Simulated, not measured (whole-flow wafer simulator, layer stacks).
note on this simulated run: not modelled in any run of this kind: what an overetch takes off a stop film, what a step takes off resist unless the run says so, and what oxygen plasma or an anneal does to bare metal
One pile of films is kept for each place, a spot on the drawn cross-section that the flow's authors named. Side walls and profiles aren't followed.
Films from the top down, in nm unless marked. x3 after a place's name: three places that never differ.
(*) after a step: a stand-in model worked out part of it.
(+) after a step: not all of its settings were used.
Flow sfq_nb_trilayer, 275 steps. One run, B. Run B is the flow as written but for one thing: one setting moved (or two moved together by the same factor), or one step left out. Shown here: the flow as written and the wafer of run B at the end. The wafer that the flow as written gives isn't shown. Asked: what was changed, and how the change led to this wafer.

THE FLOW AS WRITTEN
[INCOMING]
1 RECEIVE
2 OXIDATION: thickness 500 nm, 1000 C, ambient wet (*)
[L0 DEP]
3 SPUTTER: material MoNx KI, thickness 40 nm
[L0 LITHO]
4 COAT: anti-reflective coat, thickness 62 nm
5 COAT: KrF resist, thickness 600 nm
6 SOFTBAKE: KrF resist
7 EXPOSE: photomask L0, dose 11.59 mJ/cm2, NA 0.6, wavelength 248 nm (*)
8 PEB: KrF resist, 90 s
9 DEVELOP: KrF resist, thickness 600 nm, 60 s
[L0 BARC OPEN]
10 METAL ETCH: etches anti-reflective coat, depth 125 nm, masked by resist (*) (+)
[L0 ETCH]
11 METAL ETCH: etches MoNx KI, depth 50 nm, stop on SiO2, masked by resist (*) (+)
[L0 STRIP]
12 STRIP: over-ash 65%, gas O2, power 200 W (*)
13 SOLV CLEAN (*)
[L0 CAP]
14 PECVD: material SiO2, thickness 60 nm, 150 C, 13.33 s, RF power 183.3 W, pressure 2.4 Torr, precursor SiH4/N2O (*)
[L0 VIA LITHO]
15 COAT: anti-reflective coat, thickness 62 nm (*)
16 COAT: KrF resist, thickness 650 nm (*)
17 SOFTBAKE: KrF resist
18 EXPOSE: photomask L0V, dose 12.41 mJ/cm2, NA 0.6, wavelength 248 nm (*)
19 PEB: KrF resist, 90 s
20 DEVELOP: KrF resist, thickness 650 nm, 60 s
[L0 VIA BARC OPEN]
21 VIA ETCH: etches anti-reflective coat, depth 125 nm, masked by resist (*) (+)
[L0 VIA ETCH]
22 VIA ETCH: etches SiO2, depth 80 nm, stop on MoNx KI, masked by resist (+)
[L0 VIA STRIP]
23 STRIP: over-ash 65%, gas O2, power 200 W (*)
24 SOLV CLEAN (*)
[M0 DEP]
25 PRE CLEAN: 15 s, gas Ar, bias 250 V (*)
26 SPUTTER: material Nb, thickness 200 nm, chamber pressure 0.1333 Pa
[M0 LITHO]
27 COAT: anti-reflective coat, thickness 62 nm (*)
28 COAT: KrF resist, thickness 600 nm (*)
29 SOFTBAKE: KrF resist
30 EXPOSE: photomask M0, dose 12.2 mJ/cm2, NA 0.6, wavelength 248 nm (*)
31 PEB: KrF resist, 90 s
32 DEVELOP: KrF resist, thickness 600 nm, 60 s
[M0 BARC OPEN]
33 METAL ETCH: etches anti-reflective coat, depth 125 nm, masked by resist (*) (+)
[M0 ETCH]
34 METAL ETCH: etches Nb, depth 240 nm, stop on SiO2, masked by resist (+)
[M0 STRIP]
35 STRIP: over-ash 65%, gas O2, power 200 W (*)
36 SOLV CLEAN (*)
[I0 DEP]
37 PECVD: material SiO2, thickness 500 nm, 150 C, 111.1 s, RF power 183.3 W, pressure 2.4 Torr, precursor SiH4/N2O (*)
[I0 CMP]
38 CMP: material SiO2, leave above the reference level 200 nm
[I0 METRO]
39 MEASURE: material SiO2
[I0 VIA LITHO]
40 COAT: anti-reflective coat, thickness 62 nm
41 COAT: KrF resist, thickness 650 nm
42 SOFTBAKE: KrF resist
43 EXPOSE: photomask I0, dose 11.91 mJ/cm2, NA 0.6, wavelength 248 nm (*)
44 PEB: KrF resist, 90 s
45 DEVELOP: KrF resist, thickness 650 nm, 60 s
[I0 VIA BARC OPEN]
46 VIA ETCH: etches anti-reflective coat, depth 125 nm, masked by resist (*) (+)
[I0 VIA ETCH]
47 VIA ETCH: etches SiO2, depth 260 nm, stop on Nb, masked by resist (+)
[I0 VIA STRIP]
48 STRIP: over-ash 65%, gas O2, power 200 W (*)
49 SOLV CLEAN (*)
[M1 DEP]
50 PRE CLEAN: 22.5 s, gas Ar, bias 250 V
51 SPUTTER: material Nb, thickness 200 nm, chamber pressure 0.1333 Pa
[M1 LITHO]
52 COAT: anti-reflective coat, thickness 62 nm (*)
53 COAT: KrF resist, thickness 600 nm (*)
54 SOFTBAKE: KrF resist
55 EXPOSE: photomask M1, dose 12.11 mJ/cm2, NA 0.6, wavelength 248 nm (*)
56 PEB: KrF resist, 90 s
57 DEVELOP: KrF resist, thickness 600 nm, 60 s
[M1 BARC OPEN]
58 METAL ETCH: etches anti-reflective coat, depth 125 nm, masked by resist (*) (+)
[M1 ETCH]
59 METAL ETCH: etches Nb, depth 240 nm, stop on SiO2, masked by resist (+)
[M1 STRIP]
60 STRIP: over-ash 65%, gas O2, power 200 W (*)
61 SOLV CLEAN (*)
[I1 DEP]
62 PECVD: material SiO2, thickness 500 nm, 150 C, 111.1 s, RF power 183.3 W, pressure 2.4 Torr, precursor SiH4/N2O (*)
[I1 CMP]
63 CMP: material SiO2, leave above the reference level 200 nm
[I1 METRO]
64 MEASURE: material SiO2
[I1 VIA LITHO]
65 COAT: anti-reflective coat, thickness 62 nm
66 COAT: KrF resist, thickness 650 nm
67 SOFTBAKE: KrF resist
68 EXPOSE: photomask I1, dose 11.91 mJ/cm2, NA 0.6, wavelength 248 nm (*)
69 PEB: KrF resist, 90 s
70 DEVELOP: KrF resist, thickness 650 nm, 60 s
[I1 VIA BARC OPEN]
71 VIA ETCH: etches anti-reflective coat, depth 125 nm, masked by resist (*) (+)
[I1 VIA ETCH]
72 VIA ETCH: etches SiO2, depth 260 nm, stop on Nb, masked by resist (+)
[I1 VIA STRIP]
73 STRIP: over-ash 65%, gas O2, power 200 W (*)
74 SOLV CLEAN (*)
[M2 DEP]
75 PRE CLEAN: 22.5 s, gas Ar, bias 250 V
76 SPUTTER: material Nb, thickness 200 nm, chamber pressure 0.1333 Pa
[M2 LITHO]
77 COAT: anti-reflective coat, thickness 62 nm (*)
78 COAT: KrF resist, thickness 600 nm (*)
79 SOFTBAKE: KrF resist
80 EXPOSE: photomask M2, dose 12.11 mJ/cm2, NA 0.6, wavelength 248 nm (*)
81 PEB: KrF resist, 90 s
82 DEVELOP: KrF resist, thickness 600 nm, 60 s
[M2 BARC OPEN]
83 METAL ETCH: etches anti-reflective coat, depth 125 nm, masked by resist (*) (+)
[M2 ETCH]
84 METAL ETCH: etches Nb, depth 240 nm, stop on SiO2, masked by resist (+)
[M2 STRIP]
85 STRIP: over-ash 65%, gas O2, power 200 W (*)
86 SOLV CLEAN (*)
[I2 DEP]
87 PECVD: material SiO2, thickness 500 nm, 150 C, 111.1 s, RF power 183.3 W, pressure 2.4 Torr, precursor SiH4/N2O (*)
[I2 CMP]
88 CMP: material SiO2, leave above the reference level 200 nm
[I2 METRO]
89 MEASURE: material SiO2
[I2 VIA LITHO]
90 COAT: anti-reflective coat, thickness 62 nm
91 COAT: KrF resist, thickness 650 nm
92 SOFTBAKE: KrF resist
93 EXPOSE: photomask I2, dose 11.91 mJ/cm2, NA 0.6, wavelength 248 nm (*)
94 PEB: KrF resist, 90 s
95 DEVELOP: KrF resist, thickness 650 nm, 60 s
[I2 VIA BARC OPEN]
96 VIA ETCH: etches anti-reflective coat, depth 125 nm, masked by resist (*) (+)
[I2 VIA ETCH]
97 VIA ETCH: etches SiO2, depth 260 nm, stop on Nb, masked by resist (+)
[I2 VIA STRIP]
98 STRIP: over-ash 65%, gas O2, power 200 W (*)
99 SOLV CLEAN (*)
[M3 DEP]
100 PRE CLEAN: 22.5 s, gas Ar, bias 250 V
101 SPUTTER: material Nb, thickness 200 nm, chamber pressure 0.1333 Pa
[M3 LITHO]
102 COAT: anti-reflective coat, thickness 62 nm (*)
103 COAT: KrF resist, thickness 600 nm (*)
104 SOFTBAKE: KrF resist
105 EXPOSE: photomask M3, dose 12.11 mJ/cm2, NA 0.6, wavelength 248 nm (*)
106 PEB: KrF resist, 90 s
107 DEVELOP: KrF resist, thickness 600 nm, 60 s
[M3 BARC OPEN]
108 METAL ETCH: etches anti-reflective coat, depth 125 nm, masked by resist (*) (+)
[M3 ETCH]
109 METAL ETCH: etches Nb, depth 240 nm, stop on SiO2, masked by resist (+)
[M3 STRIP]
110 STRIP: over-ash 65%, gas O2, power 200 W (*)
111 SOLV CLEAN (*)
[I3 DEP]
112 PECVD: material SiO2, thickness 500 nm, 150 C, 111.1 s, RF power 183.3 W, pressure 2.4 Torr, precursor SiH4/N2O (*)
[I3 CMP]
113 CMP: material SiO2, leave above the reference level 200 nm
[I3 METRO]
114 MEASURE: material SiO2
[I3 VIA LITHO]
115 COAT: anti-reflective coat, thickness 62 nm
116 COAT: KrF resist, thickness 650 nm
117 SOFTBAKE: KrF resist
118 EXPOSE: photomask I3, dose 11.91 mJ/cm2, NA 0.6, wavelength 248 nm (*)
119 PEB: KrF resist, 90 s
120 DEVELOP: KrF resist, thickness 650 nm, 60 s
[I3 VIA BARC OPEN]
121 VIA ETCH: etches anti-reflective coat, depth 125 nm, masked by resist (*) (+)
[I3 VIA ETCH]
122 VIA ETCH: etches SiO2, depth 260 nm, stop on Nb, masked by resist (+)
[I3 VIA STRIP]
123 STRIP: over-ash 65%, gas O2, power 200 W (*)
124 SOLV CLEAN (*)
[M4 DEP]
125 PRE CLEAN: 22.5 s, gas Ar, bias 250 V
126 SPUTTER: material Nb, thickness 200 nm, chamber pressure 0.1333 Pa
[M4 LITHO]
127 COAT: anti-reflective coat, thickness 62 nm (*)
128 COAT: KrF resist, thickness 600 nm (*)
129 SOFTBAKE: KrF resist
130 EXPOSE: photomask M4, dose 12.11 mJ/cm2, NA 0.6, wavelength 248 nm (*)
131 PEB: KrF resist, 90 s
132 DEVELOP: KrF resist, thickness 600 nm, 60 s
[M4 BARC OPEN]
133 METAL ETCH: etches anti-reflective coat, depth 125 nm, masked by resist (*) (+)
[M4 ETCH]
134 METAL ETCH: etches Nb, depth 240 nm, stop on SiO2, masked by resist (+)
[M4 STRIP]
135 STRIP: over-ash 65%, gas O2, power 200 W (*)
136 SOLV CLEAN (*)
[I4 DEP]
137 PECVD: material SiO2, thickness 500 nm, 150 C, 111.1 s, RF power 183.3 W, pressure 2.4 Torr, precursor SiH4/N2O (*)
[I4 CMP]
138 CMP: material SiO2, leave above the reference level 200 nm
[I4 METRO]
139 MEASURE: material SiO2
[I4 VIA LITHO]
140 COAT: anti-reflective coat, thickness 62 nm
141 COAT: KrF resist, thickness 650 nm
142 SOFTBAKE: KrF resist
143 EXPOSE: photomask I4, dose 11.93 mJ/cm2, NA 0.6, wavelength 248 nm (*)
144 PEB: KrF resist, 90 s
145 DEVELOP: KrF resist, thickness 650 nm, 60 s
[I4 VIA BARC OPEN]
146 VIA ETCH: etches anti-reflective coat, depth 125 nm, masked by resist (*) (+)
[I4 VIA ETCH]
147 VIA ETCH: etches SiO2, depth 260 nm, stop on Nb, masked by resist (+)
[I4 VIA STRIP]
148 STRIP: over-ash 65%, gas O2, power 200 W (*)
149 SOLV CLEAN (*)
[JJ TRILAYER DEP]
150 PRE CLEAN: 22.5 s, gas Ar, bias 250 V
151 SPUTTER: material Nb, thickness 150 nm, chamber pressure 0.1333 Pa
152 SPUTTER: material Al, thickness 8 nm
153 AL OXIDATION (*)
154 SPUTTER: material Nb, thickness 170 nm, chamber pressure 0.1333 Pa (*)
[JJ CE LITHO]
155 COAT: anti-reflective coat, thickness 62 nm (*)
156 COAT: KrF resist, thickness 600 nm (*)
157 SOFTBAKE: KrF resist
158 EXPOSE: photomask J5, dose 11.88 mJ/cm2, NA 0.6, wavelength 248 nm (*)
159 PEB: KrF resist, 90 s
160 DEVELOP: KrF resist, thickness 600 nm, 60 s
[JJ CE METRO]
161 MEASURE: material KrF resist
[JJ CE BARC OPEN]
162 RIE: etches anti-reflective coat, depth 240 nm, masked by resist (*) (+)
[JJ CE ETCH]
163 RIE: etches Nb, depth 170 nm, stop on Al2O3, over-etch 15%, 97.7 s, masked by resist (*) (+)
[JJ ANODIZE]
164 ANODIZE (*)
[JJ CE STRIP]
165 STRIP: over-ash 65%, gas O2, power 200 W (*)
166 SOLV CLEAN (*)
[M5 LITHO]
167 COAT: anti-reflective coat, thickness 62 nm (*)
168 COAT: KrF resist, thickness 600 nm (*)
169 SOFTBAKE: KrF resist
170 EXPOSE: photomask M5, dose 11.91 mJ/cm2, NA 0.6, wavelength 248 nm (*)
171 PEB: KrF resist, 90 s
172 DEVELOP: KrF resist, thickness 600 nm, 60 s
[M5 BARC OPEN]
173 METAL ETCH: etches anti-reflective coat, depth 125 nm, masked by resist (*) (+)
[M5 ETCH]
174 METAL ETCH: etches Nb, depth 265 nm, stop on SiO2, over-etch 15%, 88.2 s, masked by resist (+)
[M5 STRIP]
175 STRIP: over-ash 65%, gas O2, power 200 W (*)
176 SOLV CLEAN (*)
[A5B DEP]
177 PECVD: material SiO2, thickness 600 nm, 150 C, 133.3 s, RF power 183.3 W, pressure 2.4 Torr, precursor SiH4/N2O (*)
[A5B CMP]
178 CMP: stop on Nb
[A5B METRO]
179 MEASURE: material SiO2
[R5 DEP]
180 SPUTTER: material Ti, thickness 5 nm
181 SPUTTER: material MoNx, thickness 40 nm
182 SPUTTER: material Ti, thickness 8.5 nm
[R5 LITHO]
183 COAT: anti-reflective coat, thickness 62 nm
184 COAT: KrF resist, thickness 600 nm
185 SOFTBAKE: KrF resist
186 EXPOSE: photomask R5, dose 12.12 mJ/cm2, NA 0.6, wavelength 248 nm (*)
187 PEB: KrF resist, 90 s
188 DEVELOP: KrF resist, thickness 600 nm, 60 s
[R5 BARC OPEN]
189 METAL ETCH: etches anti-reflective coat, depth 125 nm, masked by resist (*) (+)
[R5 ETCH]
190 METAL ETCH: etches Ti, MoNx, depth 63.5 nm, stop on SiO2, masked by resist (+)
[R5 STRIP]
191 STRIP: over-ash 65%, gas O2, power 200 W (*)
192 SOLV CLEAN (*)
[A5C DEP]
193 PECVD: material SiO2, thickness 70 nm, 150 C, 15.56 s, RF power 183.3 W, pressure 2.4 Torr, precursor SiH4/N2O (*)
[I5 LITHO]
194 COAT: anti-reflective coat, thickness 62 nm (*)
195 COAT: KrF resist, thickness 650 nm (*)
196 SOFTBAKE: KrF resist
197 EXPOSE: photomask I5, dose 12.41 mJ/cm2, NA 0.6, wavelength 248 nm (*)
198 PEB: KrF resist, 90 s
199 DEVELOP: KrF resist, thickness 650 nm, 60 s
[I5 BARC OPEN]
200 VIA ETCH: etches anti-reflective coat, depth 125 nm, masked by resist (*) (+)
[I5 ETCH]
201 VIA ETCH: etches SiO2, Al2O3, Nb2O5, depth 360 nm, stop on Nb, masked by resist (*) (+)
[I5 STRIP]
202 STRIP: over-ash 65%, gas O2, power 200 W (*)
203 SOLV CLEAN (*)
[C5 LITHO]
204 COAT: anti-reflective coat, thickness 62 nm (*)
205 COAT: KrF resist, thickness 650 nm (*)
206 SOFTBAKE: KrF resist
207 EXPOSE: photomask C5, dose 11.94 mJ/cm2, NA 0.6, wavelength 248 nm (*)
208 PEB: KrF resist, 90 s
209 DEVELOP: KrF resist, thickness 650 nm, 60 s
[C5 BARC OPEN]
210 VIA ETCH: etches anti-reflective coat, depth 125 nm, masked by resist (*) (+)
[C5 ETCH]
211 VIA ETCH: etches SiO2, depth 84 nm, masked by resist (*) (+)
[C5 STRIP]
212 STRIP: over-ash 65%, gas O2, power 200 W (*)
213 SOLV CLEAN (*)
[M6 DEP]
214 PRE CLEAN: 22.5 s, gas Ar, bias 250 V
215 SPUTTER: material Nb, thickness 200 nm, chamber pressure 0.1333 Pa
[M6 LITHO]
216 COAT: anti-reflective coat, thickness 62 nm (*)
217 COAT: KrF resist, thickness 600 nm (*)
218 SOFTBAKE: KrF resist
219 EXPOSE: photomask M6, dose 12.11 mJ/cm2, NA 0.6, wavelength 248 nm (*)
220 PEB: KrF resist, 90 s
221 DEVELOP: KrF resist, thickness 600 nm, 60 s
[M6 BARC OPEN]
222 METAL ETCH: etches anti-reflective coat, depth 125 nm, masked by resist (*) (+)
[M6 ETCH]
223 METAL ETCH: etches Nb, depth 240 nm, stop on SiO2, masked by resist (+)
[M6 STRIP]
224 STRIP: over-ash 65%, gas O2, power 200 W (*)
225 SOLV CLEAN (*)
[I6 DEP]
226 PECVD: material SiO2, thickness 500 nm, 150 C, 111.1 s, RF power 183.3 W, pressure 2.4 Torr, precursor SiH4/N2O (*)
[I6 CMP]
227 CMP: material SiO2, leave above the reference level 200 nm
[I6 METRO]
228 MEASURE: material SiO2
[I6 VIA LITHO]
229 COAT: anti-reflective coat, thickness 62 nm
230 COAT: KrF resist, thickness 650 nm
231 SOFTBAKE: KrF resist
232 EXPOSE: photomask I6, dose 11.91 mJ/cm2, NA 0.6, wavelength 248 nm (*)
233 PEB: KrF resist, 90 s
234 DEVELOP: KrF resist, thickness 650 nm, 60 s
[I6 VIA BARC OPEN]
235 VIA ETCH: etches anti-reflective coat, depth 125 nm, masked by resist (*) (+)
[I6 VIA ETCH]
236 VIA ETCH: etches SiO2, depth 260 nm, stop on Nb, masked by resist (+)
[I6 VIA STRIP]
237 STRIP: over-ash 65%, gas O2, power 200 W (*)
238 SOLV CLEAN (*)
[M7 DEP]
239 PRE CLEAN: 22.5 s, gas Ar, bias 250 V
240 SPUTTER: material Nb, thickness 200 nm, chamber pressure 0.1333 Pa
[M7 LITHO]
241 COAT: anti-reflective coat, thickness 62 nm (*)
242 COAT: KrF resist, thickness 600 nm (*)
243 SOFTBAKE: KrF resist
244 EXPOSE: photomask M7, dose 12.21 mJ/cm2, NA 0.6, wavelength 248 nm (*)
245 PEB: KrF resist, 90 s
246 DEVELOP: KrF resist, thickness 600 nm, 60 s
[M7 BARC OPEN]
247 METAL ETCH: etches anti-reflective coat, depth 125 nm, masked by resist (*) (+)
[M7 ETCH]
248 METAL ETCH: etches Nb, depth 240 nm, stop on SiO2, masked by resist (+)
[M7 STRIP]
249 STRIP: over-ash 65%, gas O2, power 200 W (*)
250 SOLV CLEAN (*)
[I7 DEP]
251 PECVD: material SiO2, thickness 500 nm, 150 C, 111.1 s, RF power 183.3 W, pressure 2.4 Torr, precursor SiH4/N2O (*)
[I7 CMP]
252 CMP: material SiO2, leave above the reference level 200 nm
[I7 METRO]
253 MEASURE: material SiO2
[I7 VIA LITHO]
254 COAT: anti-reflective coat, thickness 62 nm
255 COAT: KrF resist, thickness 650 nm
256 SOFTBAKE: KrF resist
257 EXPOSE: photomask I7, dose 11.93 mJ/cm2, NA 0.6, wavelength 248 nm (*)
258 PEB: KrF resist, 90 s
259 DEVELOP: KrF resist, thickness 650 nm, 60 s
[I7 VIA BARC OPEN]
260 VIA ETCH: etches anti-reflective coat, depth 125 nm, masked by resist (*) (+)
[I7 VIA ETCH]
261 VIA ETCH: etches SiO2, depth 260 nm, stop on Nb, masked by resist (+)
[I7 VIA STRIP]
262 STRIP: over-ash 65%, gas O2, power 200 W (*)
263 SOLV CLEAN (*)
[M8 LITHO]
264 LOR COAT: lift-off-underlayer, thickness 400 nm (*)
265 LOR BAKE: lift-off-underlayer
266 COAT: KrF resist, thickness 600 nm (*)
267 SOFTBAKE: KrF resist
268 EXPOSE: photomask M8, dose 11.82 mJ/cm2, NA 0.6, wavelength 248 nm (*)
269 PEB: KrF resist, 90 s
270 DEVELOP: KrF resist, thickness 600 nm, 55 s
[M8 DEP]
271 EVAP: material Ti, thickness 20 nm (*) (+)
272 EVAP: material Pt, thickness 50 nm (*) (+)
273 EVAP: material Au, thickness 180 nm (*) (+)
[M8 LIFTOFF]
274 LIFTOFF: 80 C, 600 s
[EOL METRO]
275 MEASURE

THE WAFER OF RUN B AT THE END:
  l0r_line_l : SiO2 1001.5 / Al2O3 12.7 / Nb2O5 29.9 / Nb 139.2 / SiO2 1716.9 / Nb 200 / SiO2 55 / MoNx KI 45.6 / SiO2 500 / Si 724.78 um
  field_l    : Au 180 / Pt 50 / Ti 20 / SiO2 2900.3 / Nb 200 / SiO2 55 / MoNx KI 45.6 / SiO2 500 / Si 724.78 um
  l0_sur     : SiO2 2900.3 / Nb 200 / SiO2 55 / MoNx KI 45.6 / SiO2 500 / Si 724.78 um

The cause: step 3, SPUTTER: thickness 45.6 nm was run, where the flow has thickness 40 nm.
It can be read off the wafer: l0r_line_l has MoNx KI 45.6, and step 3 as written asks for 40 nm.

How the change led to this, step by step:
  3 SPUTTER: material MoNx KI, thickness 40 nm
      field_l, v_sur, via_wl and 103 more: MoNx KI +45.6 (new film) (as written it would be: MoNx KI +40 (new film))
  11 METAL ETCH: etches MoNx KI, depth 50 nm, stop on SiO2, masked by resist (*) (+)
      v_sur, via_wl, via_w and 97 more: MoNx KI -45.6 (all of it) (as written it would be: MoNx KI -40 (all of it))
  15 COAT: anti-reflective coat, thickness 62 nm (*)
      l0r_space_c: anti-reflective coat +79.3 (new film) (as written it would be: anti-reflective coat +77.2 (new film))
  23 STRIP: over-ash 65%, gas O2, power 200 W (*)
      l0r_space_c: KrF resist -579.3 (all of it), anti-reflective coat -79.3 (all of it) (as written it would be: KrF resist -576.8 (all of it), anti-reflective coat -77.2 (all of it))
  27 COAT: anti-reflective coat, thickness 62 nm (*)
      v_sur: anti-reflective coat +74 (new film) (as written it would be: anti-reflective coat +72.3 (new film))
      l0r_space_c: anti-reflective coat +80.2 (new film) (as written it would be: anti-reflective coat +78 (new film))
  35 STRIP: over-ash 65%, gas O2, power 200 W (*)
      v_sur: KrF resist -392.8 (all of it), anti-reflective coat -74 (all of it) (as written it would be: KrF resist -391.6 (all of it), anti-reflective coat -72.3 (all of it))
      l0r_space_c: KrF resist -399.7 (all of it), anti-reflective coat -80.2 (all of it) (as written it would be: KrF resist -397.6 (all of it), anti-reflective coat -78 (all of it))
